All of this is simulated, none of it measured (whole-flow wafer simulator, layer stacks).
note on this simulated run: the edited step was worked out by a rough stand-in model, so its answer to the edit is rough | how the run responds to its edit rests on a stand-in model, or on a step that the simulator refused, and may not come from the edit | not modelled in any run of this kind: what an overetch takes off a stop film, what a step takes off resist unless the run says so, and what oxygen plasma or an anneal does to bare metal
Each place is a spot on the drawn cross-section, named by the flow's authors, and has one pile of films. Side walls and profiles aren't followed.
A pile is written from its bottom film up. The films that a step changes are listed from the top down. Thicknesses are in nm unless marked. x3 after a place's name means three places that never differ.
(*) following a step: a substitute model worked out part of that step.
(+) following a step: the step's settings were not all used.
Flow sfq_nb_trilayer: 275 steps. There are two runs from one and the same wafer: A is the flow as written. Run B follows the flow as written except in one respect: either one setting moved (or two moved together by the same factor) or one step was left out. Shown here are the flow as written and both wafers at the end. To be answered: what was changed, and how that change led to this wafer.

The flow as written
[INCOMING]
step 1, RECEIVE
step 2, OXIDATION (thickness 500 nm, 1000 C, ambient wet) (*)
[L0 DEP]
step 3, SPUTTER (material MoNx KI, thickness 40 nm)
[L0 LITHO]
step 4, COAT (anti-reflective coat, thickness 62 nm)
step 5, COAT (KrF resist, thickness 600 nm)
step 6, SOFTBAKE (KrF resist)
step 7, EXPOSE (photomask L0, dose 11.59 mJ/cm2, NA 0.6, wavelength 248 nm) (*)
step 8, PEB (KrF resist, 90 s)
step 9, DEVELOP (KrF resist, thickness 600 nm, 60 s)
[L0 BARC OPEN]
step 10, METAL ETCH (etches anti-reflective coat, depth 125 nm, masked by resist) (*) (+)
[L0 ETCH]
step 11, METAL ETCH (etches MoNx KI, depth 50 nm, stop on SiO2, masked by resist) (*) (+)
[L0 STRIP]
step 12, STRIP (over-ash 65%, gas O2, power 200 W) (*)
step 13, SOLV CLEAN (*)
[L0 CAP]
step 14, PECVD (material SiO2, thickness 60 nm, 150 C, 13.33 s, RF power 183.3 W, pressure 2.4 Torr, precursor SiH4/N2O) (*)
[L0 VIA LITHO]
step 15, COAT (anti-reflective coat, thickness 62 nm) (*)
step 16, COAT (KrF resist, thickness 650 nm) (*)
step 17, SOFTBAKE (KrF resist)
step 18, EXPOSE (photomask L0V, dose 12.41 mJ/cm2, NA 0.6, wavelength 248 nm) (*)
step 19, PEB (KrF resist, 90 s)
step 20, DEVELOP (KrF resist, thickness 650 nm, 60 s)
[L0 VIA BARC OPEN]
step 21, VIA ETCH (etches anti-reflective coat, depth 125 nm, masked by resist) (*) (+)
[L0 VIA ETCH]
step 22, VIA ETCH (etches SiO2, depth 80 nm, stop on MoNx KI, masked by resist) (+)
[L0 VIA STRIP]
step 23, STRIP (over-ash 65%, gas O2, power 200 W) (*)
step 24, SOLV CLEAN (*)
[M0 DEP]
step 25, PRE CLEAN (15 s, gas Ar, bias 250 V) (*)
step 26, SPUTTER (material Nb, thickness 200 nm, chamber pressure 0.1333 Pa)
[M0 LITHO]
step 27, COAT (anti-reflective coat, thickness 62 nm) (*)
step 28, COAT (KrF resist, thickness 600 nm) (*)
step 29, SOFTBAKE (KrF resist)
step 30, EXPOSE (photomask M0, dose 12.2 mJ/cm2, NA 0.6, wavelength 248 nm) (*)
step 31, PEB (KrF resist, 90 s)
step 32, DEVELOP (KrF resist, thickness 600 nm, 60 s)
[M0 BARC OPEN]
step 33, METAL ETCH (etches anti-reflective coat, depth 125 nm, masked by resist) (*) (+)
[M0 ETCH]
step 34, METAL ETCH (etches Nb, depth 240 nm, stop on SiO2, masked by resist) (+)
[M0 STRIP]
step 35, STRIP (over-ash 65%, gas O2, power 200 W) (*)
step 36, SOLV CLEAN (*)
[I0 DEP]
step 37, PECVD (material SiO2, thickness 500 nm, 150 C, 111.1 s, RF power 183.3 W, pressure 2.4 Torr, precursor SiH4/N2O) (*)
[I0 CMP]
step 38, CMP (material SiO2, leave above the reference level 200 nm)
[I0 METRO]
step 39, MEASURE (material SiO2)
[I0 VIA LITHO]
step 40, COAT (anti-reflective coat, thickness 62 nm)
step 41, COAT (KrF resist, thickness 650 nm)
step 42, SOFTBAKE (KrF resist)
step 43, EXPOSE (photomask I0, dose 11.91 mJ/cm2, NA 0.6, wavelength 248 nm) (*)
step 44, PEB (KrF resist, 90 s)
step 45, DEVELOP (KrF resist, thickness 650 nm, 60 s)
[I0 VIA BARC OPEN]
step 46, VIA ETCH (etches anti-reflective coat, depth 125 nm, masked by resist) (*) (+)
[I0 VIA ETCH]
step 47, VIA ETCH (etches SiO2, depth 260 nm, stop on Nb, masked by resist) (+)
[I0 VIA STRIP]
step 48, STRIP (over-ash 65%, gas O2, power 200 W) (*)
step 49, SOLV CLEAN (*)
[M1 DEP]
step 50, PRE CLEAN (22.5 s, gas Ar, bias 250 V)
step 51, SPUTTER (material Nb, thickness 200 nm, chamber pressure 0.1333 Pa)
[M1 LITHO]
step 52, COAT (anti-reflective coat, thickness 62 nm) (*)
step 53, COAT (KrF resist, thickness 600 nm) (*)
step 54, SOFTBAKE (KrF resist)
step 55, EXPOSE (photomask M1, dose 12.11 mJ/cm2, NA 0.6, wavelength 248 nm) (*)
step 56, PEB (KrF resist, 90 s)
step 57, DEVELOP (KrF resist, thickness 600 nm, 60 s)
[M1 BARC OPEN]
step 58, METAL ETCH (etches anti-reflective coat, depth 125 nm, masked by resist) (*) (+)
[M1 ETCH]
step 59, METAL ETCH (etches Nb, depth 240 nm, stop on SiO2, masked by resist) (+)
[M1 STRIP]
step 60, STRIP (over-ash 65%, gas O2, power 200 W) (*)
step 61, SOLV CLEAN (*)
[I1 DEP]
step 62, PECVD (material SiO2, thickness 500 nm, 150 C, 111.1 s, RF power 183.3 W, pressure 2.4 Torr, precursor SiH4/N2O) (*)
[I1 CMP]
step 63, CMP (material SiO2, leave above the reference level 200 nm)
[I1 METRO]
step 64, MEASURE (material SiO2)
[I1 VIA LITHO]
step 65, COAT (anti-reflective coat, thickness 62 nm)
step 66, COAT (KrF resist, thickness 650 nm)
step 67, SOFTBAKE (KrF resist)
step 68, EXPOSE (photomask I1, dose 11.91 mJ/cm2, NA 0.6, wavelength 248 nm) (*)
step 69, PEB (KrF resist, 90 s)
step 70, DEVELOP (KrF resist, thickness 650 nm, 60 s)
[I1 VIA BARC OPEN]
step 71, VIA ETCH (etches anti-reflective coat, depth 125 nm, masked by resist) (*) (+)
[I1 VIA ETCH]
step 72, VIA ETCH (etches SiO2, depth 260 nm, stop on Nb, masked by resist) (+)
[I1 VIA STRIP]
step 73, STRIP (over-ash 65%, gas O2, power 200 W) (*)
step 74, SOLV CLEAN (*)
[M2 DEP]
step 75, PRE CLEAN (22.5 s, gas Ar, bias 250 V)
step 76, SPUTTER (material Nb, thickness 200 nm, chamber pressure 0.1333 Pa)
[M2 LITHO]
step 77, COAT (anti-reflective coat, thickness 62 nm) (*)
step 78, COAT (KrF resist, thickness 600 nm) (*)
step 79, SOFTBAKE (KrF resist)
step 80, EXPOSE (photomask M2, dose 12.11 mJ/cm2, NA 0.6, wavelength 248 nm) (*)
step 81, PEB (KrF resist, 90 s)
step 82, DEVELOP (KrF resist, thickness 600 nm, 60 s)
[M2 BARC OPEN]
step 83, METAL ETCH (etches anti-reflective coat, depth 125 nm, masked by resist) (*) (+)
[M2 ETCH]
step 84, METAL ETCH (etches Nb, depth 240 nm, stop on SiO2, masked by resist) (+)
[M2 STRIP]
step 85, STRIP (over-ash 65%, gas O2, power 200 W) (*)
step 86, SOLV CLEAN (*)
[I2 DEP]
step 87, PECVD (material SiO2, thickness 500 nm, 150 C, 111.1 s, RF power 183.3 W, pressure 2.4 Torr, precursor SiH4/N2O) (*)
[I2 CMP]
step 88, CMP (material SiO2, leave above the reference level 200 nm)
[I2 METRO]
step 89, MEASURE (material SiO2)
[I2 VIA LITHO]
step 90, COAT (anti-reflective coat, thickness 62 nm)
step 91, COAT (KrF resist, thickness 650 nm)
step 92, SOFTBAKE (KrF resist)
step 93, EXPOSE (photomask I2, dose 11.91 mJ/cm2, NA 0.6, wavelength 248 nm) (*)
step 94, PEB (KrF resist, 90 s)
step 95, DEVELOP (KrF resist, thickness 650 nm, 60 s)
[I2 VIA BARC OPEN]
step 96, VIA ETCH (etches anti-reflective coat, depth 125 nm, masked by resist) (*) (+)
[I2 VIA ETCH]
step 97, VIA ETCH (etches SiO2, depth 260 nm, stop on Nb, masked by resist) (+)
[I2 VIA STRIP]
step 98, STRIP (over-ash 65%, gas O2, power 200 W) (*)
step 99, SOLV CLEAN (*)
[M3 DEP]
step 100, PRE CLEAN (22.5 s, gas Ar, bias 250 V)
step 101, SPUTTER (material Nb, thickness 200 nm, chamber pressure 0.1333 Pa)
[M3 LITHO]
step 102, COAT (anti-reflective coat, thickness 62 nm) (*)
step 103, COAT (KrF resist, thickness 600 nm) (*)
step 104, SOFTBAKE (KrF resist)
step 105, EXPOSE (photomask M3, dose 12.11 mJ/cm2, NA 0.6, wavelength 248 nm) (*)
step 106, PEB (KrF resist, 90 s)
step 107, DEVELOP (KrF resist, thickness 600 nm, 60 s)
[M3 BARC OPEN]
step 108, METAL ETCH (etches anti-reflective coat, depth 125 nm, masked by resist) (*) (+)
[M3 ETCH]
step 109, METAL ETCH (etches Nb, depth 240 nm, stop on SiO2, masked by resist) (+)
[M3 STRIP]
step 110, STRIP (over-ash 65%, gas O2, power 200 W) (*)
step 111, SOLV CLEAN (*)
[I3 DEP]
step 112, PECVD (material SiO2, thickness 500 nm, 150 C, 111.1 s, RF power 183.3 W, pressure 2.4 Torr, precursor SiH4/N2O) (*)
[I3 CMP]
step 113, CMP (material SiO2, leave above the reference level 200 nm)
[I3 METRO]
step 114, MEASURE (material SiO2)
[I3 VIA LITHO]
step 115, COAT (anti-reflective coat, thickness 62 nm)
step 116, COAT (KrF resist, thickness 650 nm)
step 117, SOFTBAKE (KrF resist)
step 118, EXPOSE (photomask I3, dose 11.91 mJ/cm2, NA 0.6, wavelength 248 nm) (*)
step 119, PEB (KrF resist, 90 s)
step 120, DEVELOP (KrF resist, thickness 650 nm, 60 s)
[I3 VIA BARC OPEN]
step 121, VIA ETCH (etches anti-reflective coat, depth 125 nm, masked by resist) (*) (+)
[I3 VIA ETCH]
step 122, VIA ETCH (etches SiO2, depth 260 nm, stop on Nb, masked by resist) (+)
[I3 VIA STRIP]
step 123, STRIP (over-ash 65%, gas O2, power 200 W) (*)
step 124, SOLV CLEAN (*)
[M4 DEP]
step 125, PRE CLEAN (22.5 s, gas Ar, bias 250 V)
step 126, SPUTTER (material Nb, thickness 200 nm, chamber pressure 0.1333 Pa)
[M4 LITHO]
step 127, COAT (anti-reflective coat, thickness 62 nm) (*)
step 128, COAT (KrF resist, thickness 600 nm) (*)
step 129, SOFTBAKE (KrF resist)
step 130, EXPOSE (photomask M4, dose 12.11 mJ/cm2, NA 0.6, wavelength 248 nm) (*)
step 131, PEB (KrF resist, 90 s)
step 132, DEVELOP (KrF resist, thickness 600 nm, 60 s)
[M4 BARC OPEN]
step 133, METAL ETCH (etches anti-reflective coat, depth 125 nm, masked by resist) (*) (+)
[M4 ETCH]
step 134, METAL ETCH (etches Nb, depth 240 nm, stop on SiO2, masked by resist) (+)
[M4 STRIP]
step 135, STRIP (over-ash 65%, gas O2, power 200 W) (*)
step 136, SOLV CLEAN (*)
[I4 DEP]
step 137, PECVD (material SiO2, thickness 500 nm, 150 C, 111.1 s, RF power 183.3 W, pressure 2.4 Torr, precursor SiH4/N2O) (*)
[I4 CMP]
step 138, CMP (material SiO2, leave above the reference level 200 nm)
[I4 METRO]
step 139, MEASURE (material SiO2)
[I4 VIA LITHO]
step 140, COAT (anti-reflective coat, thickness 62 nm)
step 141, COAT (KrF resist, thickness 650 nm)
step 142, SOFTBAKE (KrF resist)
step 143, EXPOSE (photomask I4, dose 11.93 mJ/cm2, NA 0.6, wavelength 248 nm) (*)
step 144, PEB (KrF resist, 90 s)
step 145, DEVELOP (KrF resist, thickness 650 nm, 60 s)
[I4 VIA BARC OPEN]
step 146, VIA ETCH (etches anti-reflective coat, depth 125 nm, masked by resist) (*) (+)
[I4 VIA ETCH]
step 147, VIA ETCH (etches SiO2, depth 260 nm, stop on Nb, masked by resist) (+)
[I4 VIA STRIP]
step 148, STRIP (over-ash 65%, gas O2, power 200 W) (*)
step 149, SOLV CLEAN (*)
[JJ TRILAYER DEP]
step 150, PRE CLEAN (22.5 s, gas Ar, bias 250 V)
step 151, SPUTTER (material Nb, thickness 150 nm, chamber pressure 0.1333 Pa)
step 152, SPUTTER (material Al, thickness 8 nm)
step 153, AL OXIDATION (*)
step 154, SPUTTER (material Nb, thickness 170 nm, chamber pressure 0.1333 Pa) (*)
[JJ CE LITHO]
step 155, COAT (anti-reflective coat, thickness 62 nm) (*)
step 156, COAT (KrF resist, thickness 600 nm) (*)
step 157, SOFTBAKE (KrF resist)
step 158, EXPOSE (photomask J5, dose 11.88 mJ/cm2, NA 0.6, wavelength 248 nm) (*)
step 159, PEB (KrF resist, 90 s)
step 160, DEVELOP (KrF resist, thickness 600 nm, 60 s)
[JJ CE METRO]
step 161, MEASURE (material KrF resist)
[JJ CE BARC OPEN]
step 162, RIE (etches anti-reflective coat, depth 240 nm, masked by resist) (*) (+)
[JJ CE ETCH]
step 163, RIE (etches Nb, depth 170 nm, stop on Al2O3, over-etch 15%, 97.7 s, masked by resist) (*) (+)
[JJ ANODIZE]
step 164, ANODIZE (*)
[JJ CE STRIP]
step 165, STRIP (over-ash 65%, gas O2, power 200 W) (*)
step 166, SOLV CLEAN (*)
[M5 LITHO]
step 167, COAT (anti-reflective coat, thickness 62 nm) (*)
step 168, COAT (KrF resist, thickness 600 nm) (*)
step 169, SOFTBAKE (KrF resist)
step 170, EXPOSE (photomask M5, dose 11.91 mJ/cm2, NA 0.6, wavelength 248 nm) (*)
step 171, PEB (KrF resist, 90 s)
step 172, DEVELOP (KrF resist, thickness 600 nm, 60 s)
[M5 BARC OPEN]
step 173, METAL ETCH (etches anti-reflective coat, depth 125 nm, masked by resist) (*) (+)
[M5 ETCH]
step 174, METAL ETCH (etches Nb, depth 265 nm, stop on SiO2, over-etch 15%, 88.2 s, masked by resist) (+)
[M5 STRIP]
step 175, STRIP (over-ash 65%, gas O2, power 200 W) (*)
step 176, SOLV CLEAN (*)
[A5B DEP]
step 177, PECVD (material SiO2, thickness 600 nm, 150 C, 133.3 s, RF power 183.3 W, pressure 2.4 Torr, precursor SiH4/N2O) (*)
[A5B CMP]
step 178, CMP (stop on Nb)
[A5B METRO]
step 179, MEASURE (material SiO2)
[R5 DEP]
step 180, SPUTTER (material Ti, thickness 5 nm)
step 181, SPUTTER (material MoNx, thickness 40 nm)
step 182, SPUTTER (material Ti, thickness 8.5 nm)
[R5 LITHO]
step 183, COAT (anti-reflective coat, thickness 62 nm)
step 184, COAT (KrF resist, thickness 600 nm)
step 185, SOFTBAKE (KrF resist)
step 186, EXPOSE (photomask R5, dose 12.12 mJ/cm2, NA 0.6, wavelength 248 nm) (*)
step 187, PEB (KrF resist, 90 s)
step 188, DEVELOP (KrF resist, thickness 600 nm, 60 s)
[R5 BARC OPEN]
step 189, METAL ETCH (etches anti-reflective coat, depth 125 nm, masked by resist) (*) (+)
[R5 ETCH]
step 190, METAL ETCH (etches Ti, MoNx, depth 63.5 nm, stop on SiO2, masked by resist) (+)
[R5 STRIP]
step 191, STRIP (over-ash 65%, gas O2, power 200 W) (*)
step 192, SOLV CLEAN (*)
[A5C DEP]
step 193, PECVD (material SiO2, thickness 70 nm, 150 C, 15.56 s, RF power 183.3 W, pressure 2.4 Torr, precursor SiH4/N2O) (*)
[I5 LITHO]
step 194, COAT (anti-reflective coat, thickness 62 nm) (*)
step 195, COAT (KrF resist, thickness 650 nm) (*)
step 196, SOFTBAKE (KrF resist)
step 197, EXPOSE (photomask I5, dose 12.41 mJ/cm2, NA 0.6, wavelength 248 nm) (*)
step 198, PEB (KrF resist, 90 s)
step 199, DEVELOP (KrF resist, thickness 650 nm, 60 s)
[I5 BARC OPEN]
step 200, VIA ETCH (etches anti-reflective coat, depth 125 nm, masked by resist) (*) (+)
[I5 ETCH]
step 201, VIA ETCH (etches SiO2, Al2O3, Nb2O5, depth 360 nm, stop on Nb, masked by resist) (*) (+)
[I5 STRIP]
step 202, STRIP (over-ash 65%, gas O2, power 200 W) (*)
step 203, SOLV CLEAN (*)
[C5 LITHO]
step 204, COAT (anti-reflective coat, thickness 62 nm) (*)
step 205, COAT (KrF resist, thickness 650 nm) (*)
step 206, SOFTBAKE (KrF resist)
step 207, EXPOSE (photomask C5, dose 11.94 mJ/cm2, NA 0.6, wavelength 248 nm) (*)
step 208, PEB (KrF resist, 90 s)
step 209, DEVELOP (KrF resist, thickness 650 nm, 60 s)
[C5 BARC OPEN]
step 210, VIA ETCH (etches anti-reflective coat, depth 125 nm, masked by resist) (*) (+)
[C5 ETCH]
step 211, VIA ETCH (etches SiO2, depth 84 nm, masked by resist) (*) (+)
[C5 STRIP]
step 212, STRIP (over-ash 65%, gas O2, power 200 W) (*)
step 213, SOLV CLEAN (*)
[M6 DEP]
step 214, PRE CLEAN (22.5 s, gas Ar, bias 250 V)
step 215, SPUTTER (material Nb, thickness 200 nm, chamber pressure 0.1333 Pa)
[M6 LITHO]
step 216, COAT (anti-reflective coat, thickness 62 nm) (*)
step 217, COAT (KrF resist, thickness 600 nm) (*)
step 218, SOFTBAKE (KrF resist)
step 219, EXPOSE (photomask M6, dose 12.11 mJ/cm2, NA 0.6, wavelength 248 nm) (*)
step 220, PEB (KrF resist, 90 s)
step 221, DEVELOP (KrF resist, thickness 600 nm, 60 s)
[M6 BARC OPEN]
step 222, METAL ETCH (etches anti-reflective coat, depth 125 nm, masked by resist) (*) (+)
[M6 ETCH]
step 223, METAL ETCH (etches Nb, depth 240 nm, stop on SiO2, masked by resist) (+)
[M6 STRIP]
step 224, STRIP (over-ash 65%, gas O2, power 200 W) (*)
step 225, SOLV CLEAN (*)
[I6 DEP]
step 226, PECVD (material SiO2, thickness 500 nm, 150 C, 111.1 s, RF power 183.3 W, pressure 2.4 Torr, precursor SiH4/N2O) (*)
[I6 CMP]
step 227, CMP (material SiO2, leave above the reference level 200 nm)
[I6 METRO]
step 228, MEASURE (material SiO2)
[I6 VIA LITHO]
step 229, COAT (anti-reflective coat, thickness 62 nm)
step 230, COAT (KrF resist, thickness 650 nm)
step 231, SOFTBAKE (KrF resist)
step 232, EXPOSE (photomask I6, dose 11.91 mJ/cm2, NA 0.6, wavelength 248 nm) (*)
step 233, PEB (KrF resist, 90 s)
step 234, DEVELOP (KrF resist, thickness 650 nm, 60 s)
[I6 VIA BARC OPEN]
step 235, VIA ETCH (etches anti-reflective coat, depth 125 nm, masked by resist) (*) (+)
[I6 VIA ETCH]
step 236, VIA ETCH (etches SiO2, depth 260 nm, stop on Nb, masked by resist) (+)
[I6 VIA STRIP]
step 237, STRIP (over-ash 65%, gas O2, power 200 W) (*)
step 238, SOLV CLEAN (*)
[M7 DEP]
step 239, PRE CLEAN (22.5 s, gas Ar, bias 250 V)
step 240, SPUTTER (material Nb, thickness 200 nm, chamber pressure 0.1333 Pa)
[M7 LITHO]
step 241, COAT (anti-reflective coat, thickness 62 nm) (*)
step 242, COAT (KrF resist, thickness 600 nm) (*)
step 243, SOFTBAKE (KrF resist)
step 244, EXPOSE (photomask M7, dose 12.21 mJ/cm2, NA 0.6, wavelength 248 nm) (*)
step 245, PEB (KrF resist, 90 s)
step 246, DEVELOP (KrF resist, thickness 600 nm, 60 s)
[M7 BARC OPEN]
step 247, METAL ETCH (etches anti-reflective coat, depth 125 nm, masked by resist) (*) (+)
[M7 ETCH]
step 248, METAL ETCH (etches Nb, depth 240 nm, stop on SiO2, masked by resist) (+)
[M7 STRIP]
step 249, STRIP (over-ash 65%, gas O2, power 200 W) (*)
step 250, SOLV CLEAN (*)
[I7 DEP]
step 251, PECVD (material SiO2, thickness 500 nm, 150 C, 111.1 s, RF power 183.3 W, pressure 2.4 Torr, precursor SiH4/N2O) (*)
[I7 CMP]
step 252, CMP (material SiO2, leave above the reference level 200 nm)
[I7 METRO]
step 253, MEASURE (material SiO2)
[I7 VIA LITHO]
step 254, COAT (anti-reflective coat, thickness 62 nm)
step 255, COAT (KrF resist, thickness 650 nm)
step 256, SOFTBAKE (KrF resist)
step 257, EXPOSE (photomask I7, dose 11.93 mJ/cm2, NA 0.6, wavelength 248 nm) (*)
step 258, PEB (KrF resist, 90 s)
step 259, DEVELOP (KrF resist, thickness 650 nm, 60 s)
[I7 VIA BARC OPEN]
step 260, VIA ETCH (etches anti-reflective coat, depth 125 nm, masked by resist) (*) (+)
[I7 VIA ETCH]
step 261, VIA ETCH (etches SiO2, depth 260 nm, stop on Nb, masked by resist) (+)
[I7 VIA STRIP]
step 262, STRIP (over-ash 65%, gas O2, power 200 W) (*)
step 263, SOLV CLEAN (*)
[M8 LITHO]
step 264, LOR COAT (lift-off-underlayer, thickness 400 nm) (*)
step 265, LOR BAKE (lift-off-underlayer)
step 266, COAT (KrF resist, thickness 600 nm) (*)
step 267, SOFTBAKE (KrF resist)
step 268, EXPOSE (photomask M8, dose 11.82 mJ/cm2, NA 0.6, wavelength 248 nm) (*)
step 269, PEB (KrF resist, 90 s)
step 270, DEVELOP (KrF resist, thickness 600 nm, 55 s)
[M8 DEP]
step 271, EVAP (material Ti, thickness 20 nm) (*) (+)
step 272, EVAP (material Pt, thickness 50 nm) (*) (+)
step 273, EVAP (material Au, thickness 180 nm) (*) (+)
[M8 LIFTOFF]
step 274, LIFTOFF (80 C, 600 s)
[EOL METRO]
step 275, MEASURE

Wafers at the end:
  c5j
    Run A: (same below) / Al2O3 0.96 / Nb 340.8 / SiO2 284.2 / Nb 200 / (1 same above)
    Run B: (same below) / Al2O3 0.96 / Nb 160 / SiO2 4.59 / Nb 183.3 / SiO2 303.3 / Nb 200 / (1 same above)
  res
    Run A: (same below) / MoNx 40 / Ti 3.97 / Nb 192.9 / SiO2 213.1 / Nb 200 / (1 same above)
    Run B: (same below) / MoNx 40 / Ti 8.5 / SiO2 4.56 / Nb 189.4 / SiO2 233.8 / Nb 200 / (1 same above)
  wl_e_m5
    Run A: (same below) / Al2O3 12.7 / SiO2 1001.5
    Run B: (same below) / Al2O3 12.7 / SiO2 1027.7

The reason: step 193, PECVD: thickness 96.2 nm was run, while the flow as written has thickness 70 nm; step 193, PECVD: 21.39 s was run, where the flow has 15.56 s.

How this came from the change, step by step:
  step 193, PECVD (material SiO2, thickness 70 nm, 150 C, 15.56 s, RF power 183.3 W, pressure 2.4 Torr, precursor SiH4/N2O) (*)
      field_l, v_sur, via_wl and 92 more: A +70 SiO2 | B +96.2 SiO2
      ce_l, c5j, ce_r and 8 more: A +70 SiO2 (new film) | B +96.2 SiO2 (new film)
  step 201, VIA ETCH (etches SiO2, Al2O3, Nb2O5, depth 360 nm, stop on Nb, masked by resist) (*) (+)
      be: A -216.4 SiO2 (all of it), -12.7 Al2O3 (all of it), -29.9 Nb2O5 (all of it) | B -242.6 SiO2 (all of it), -12.7 Al2O3 (all of it), -29.9 Nb2O5 (all of it)
  step 204, COAT (anti-reflective coat, thickness 62 nm) (*)
      be: A +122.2 anti-reflective coat (new film) | B +126 anti-reflective coat (new film)
      be_sur: A +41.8 anti-reflective coat (new film) | B +40.4 anti-reflective coat (new film)
  step 205, COAT (KrF resist, thickness 650 nm) (*)
      be: A +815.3 KrF resist (new film) | B +834.1 KrF resist (new film)
  step 211, VIA ETCH (etches SiO2, depth 84 nm, masked by resist) (*) (+)
      c5j: A -69.9 SiO2 (all of it), -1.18 Nb | B -84 SiO2
      res: A -69.9 SiO2 (all of it) | B -84 SiO2
  step 212, STRIP (over-ash 65%, gas O2, power 200 W) (*)
      be: A -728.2 KrF resist (all of it), -122.2 anti-reflective coat (all of it) | B -746.9 KrF resist (all of it), -126 anti-reflective coat (all of it)
      be_sur: A -559.6 KrF resist (all of it), -41.8 anti-reflective coat (all of it) | B -558.4 KrF resist (all of it), -40.4 anti-reflective coat (all of it)
  step 214, PRE CLEAN (22.5 s, gas Ar, bias 250 V)
      c5j: A -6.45 Nb | B -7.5 SiO2
      res: A -4.53 Ti | B -7.5 SiO2
  step 215, SPUTTER (material Nb, thickness 200 nm, chamber pressure 0.1333 Pa)
      c5j: A +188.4 Nb | B +183.3 Nb (new film)
      be: A +147.3 Nb | B +141.5 Nb
  step 216, COAT (anti-reflective coat, thickness 62 nm) (*)
      be: A +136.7 anti-reflective coat (new film) | B +141.2 anti-reflective coat (new film)
      be_sur: A +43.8 anti-reflective coat (new film) | B +42.5 anti-reflective coat (new film)
      (and at 5 other places as well)
  step 217, COAT (KrF resist, thickness 600 nm) (*)
      be: A +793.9 KrF resist (new film) | B +823.4 KrF resist (new film)
  step 224, STRIP (over-ash 65%, gas O2, power 200 W) (*)
      be: A -575.8 KrF resist (all of it), -136.7 anti-reflective coat (all of it) | B -605.2 KrF resist (all of it), -141.2 anti-reflective coat (all of it)
      be_sur: A -371.2 KrF resist (all of it), -43.8 anti-reflective coat (all of it) | B -373.5 KrF resist (all of it), -42.5 anti-reflective coat (all of it)
      (and at 5 other places as well)
  step 226, PECVD (material SiO2, thickness 500 nm, 150 C, 111.1 s, RF power 183.3 W, pressure 2.4 Torr, precursor SiH4/N2O) (*)
      be: A +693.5 SiO2 (new film) | B +725.5 SiO2 (new film)
      c5j: A +514.7 SiO2 (new film) | B +533.8 SiO2 (new film)
  step 227, CMP (material SiO2, leave above the reference level 200 nm)
      res: A -279.4 SiO2 | B -258.7 SiO2
If metal films that touch count as one body, c5j has 5 bodies (between them, from the top down: SiO2 303.3; SiO2 4.59; Al2O3 0.96; SiO2 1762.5); the flow as written gives 4 bodies (between them, from the top down: SiO2 284.2; Al2O3 0.96; SiO2 1762.5).
If metal films that touch count as one body, res has 4 bodies (between them, from the top down: SiO2 233.8; SiO2 4.56; SiO2 2090.9); the flow as written gives 3 bodies (between them, from the top down: SiO2 213.1; SiO2 2090.9).
